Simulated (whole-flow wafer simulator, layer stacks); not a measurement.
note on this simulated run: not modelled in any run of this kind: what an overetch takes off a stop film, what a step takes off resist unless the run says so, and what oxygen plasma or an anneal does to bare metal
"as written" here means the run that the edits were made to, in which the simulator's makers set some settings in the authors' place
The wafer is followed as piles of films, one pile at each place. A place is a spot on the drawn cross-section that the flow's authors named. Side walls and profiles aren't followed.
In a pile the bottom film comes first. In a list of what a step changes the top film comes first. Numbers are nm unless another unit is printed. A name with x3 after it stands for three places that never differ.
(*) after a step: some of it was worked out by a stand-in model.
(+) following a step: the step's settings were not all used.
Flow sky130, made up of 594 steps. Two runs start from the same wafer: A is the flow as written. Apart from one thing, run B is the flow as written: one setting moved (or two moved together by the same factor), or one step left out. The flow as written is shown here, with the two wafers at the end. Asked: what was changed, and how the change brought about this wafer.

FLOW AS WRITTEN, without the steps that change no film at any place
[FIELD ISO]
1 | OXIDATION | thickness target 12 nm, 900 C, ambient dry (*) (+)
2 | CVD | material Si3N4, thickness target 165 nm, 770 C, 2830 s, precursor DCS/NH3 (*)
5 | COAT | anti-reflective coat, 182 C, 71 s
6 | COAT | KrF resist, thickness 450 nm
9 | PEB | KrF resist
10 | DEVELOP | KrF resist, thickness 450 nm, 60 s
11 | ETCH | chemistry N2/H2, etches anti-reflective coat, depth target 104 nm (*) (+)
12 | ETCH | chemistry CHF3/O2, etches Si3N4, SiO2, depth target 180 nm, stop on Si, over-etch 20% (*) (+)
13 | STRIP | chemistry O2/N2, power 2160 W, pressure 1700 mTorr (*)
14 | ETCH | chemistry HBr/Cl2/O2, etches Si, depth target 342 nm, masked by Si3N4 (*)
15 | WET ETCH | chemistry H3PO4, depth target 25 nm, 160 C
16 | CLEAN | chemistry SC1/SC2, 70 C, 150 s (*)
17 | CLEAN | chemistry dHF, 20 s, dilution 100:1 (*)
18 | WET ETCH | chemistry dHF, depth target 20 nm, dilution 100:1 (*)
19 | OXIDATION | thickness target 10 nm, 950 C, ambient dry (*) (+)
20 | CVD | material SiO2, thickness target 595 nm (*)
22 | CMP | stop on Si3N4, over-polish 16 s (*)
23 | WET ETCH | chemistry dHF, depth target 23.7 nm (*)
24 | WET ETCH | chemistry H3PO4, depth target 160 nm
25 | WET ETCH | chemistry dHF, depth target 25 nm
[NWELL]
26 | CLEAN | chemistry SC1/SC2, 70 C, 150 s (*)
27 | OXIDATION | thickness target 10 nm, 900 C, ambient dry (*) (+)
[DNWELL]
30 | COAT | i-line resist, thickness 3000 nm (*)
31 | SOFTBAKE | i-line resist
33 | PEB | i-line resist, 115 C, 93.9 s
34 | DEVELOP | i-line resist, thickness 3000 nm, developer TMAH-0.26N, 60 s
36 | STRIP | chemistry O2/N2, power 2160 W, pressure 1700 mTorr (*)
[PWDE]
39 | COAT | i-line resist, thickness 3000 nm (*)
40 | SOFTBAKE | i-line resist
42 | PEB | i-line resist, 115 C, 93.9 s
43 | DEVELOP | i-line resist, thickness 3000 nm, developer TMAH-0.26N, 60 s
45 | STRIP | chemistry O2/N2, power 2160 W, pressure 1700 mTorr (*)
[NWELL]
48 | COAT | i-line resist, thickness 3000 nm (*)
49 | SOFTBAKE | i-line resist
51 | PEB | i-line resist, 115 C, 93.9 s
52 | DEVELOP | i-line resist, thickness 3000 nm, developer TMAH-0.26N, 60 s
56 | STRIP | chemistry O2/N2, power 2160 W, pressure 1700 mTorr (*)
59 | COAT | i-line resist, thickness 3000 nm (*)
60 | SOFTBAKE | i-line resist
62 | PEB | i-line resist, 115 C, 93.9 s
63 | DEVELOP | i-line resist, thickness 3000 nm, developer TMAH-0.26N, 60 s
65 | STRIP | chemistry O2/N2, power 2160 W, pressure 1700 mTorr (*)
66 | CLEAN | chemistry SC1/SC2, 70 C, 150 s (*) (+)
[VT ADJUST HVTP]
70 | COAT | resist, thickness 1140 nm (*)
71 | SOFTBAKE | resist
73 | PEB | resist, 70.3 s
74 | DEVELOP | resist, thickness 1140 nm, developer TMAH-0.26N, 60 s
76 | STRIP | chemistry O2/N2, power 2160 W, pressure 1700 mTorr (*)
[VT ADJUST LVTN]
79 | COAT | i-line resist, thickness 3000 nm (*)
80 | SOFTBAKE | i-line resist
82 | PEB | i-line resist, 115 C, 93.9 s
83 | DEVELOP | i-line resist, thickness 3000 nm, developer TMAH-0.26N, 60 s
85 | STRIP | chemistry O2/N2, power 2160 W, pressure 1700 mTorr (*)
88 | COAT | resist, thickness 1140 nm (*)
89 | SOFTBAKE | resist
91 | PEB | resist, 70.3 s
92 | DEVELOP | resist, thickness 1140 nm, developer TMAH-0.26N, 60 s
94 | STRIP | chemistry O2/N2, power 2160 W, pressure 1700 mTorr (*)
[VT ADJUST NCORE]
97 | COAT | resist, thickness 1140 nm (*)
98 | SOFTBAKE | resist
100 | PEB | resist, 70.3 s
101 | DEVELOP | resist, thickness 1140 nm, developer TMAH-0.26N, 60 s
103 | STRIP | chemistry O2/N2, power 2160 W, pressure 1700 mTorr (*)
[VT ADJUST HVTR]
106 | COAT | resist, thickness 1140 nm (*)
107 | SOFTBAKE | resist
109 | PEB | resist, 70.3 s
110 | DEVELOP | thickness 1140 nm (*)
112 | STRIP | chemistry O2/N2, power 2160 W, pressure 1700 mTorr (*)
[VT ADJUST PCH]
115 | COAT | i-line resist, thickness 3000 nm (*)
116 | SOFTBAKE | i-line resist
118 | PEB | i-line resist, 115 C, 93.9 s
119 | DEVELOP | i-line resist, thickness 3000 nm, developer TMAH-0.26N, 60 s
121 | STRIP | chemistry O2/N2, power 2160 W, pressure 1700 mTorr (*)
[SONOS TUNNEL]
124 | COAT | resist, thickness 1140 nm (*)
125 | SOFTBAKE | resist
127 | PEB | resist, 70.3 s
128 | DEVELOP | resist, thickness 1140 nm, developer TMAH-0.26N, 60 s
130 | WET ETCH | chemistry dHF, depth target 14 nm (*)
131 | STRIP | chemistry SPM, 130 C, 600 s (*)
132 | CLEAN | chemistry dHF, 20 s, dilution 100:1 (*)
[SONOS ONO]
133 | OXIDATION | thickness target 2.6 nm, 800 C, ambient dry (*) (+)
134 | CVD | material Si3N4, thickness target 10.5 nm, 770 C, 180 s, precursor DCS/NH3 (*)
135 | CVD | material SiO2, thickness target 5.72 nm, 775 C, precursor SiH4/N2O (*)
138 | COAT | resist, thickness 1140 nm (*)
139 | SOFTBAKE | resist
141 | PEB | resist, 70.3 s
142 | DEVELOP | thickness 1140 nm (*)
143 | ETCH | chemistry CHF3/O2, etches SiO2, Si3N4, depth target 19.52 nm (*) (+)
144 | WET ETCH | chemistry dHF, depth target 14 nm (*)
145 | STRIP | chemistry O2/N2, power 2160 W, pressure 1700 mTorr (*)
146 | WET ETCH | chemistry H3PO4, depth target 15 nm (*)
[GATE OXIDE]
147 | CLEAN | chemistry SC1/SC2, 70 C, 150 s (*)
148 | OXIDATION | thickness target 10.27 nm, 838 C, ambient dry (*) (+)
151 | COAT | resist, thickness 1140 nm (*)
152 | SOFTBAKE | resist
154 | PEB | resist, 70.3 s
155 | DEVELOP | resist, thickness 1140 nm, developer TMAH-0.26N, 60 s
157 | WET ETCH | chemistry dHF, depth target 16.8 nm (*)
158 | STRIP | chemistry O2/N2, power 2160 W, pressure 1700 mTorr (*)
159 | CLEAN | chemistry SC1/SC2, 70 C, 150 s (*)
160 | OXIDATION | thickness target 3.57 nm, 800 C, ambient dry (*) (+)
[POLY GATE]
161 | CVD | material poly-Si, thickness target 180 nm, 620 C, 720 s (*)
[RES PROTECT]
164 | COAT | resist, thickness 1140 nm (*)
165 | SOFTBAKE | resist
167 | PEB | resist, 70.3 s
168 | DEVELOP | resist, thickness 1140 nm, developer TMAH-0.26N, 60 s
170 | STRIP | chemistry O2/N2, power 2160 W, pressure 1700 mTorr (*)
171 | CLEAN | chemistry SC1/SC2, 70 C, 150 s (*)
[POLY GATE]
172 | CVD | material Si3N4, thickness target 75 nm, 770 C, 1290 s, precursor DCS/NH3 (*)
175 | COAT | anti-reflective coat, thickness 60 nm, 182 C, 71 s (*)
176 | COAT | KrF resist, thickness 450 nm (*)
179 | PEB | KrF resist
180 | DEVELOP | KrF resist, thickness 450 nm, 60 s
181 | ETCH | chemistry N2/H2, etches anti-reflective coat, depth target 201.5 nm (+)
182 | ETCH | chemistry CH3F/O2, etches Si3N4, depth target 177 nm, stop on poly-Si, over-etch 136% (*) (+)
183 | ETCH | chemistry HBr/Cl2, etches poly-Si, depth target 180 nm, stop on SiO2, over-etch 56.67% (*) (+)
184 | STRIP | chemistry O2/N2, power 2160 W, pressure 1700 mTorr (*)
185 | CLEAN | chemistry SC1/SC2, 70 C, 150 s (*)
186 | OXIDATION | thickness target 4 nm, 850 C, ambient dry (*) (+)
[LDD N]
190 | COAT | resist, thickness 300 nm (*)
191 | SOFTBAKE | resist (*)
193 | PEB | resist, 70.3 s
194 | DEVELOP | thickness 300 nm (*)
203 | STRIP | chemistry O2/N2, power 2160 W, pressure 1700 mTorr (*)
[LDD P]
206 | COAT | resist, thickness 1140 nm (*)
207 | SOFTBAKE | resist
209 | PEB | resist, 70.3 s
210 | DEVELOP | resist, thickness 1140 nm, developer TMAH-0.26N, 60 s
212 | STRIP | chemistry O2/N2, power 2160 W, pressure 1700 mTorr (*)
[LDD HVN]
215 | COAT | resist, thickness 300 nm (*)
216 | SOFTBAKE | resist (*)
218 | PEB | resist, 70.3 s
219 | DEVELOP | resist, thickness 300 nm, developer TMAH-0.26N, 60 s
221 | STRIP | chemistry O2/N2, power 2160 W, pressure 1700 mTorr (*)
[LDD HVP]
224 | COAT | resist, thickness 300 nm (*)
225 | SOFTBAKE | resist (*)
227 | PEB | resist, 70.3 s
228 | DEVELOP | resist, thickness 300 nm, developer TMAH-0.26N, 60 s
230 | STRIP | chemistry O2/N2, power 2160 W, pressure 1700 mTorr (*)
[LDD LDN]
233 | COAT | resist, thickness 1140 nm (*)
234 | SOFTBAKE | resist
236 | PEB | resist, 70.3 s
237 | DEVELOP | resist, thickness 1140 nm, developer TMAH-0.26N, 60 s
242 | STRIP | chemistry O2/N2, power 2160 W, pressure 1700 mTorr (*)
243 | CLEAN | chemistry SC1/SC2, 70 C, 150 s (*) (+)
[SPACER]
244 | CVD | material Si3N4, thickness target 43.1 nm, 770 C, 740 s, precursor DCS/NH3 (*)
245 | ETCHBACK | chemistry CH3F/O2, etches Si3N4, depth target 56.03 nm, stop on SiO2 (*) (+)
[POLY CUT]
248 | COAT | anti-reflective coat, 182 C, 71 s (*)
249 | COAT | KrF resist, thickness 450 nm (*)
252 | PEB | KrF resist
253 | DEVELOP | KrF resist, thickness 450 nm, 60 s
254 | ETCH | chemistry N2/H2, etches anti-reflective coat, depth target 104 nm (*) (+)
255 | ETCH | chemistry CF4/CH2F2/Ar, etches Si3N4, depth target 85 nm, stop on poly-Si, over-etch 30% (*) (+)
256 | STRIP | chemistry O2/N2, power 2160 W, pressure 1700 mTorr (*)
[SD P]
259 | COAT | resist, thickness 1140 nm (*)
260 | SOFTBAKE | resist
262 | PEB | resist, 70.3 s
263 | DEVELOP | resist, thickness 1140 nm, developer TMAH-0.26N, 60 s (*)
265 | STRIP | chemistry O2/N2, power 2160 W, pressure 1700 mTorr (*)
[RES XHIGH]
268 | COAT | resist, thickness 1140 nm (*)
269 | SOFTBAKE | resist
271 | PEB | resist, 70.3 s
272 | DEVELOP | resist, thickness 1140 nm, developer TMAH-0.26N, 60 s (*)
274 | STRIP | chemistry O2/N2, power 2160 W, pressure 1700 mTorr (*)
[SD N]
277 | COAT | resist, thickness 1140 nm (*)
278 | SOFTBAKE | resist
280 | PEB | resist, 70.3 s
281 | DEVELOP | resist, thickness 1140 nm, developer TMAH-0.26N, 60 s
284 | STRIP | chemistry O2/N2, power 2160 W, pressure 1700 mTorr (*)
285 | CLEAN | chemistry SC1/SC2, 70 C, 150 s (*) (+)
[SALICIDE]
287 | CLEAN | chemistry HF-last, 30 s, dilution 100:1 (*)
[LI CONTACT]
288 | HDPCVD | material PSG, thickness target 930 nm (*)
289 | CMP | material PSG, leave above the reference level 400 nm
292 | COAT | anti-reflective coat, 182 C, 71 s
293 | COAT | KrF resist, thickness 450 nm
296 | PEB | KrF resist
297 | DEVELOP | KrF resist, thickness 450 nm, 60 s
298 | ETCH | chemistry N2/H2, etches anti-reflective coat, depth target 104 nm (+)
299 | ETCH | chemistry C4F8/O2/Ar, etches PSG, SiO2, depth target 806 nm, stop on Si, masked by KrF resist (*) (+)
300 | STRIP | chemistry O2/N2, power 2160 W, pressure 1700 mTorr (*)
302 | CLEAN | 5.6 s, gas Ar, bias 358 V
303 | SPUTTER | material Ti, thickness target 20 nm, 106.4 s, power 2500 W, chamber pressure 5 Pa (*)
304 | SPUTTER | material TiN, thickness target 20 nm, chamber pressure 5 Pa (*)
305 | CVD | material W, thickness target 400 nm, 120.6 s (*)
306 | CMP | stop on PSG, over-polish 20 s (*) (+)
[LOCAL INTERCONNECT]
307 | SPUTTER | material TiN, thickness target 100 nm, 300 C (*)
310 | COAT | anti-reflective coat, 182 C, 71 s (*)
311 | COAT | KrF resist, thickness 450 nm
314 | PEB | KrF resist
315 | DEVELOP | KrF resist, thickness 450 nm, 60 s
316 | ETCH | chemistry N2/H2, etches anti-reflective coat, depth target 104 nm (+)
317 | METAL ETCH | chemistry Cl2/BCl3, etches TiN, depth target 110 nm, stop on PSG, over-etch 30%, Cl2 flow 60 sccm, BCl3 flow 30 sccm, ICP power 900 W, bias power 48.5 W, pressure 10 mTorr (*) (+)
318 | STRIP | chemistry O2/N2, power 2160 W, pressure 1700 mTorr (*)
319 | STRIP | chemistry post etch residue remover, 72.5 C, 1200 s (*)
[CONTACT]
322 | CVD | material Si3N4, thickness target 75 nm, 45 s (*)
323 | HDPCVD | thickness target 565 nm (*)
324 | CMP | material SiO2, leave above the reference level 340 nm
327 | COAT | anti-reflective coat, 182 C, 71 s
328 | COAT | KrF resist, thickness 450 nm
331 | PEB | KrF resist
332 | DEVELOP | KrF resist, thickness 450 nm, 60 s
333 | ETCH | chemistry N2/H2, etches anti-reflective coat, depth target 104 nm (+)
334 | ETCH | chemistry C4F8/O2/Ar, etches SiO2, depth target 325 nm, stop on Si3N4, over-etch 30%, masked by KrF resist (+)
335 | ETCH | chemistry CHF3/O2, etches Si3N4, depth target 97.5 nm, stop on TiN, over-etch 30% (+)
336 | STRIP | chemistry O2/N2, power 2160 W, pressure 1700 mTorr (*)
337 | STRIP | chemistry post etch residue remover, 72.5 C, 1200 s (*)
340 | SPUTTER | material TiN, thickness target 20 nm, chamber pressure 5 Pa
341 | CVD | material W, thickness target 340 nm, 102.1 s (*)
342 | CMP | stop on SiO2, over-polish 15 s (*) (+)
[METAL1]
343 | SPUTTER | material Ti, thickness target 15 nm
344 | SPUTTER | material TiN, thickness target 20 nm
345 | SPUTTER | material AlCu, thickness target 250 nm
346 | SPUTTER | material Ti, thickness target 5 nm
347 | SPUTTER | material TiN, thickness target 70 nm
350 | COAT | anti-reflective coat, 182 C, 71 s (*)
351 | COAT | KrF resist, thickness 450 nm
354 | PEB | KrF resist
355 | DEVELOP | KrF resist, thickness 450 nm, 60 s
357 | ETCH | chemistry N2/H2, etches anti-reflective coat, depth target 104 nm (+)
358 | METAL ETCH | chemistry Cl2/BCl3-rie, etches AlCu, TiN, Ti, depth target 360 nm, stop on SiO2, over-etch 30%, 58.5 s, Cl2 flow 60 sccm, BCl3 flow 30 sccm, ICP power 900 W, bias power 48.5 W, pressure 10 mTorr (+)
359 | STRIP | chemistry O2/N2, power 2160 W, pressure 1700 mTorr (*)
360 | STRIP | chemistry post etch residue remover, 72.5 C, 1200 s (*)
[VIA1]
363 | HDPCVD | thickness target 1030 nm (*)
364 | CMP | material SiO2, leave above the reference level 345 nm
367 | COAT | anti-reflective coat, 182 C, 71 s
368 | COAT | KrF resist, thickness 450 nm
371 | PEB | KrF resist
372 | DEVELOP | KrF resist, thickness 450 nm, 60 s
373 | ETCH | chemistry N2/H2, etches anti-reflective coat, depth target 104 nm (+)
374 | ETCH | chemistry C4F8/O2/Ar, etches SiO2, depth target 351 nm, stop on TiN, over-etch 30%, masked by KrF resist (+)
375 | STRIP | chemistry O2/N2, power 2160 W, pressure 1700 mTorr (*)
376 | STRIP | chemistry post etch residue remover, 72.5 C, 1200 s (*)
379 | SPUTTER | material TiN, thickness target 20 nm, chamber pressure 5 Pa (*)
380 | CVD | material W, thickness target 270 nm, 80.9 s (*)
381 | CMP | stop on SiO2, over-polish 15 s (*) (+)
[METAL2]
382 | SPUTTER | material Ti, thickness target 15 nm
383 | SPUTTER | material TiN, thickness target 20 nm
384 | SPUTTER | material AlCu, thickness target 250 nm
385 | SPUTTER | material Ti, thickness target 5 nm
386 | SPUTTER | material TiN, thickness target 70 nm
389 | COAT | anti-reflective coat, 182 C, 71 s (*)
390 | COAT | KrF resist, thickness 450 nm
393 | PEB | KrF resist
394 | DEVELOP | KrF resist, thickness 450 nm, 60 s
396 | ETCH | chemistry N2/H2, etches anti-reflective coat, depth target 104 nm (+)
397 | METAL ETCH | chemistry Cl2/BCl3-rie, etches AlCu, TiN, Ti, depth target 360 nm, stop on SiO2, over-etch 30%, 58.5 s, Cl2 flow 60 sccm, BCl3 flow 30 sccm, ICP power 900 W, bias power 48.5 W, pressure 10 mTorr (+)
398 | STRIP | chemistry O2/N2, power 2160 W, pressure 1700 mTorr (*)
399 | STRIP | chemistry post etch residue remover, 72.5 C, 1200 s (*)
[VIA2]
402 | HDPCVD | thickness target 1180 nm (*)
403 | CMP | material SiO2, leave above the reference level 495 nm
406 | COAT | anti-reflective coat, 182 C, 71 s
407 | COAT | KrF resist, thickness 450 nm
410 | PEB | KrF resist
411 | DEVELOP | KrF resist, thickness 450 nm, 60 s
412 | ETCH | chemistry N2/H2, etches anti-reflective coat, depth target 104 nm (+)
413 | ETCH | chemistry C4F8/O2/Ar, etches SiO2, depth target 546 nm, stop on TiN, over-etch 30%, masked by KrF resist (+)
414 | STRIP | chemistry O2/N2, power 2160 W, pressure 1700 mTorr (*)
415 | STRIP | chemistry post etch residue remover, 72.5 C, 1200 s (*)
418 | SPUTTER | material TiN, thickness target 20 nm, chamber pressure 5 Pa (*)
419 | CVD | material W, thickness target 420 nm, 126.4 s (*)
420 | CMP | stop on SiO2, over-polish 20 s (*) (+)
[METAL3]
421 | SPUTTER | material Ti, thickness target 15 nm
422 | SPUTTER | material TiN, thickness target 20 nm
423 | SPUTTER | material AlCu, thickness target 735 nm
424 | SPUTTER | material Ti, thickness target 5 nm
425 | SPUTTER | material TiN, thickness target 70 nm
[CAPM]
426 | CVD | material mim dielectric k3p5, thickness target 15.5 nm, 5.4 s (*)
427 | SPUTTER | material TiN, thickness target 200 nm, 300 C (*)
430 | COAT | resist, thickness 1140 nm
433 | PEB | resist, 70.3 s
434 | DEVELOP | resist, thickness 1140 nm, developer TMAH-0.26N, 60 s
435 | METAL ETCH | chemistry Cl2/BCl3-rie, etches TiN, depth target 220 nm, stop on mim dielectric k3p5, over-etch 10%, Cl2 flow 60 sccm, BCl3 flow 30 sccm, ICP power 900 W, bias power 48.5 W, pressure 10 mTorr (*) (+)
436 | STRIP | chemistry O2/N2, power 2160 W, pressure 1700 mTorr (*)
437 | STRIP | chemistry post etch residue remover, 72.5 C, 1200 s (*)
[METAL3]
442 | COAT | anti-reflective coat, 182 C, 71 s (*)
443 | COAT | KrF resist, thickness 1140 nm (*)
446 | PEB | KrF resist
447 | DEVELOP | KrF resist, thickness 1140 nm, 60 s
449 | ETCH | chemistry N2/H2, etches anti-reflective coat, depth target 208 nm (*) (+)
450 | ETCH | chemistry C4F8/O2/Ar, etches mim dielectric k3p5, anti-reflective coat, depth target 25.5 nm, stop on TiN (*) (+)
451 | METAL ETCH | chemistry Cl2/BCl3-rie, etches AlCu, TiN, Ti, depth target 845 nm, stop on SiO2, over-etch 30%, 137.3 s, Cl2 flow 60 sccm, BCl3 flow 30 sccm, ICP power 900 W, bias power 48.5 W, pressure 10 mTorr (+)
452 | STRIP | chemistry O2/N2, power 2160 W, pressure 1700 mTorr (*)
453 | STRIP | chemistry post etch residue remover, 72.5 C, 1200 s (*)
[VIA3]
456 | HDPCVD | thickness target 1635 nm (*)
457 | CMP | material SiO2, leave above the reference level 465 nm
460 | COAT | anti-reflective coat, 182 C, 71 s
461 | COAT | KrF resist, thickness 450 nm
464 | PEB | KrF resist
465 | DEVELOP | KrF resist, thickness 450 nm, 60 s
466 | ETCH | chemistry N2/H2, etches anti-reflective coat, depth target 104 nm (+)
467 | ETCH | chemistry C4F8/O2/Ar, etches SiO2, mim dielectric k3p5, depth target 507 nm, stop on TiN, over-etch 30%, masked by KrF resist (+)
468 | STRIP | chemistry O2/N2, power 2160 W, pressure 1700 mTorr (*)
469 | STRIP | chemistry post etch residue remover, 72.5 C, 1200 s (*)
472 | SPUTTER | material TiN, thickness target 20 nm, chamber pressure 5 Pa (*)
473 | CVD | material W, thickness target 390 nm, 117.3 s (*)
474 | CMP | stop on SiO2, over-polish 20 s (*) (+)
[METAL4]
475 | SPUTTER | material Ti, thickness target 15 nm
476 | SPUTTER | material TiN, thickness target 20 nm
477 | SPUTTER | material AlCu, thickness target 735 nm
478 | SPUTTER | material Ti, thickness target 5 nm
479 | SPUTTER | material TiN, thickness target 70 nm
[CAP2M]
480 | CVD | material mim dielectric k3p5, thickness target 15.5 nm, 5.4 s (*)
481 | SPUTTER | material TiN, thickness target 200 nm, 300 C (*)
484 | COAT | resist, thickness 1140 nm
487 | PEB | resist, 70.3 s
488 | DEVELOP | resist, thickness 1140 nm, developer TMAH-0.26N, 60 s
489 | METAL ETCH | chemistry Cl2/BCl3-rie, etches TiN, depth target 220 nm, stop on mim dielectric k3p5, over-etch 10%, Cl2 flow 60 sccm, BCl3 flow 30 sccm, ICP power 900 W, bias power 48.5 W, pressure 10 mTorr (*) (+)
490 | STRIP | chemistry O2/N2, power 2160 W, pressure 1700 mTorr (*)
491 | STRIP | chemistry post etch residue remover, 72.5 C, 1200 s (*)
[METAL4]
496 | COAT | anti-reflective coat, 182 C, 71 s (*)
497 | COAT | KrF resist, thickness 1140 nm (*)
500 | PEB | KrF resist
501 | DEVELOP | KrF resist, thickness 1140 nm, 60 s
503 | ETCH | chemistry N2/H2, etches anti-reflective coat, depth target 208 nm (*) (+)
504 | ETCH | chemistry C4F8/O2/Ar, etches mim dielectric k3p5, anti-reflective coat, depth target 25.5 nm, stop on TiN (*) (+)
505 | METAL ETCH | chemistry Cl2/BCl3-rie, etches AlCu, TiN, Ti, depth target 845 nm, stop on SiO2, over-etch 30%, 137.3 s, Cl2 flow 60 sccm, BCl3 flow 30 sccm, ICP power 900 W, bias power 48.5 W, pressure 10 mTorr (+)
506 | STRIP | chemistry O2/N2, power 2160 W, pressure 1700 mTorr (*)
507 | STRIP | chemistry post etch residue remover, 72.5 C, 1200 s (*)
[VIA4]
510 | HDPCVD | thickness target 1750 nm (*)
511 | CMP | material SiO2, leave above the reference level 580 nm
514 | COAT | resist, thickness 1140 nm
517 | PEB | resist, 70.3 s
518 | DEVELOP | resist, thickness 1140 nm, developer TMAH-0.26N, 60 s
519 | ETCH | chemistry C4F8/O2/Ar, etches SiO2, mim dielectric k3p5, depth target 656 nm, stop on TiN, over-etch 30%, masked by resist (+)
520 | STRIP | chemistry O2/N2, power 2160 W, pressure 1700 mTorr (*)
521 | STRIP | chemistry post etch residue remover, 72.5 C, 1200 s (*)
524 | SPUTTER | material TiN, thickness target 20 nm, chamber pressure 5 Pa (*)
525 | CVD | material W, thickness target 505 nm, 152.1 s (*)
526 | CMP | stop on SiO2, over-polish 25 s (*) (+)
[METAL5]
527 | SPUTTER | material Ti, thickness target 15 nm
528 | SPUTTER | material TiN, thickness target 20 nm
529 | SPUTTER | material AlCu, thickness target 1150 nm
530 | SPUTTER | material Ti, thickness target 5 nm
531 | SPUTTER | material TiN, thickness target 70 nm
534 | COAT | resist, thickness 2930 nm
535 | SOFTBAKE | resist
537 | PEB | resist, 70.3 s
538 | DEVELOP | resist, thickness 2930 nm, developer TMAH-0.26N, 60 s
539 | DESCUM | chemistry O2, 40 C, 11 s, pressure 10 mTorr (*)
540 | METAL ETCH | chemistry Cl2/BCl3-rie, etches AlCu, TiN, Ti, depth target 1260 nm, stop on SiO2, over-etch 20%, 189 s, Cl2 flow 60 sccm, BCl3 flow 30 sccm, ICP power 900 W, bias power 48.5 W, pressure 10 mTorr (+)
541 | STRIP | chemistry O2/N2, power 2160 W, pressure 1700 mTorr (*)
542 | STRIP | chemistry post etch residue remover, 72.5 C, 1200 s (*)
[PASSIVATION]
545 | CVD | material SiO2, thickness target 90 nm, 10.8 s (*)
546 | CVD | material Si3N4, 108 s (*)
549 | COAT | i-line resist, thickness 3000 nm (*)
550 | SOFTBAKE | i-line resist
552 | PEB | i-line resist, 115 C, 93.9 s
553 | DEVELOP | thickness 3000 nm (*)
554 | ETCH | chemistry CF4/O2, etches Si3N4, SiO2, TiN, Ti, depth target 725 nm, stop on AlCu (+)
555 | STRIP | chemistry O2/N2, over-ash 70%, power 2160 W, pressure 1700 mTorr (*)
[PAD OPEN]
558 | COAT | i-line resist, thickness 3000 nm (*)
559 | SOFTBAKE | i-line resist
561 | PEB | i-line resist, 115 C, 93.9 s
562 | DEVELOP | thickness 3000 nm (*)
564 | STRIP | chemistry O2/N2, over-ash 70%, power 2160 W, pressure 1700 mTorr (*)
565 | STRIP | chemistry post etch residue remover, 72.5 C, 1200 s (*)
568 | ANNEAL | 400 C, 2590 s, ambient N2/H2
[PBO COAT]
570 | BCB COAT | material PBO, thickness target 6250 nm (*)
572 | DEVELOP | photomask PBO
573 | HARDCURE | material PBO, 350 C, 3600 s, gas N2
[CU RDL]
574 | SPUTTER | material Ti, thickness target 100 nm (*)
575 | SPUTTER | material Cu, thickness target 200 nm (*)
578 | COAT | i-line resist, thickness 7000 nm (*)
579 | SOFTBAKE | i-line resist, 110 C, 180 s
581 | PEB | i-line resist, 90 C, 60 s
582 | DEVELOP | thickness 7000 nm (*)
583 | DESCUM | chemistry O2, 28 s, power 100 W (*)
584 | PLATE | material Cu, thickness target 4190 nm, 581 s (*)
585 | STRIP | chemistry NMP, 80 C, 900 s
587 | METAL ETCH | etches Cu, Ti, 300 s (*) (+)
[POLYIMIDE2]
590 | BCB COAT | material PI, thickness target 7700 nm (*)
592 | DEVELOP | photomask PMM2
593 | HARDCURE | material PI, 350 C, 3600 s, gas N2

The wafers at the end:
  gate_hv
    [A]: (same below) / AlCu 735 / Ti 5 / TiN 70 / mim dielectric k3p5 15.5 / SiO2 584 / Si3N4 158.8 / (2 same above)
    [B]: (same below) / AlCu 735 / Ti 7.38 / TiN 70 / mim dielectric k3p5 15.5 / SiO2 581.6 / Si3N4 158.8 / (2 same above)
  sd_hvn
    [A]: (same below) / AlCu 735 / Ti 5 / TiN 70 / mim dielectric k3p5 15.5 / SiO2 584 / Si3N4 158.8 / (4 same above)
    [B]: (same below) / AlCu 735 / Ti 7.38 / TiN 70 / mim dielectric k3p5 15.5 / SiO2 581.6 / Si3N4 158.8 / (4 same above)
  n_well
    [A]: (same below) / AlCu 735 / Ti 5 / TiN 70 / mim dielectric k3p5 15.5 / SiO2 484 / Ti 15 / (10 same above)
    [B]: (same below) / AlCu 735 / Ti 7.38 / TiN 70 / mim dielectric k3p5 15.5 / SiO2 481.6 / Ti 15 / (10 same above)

What caused this: step 478, SPUTTER: thickness target 7.38 nm was run, though the flow has thickness target 5 nm.
One can read it off the wafer: gate_hv has Ti 7.38, and step 478 as written asks for 5 nm.

Step by step, how the change led to this:
  478 | SPUTTER | material Ti, thickness target 5 nm
      field, active, n_well and 189 more: A +5 Ti (new film) | B +7.38 Ti (new film)
  505 | METAL ETCH | chemistry Cl2/BCl3-rie, etches AlCu, TiN, Ti, depth target 845 nm, stop on SiO2, over-etch 30%, 137.3 s, Cl2 flow 60 sccm, BCl3 flow 30 sccm, ICP power 900 W, bias power 48.5 W, pressure 10 mTorr (+)
      field, gate, spacer and 68 more: A -70 TiN (all of it), -5 Ti (all of it), -735 AlCu (all of it), -20 TiN (all of it), -15 Ti (all of it), -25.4 SiO2 | B -70 TiN (all of it), -7.38 Ti (all of it), -735 AlCu (all of it), -20 TiN (all of it), -15 Ti (all of it), -25.1 SiO2
      active, vpp_iso1, mim_edge_plate and 14 more: A -70 TiN (all of it), -5 Ti (all of it), -735 AlCu (all of it), -20 TiN (all of it), -15 Ti (all of it), -25.3 SiO2 | B -70 TiN (all of it), -7.38 Ti (all of it), -735 AlCu (all of it), -20 TiN (all of it), -15 Ti (all of it), -25.1 SiO2
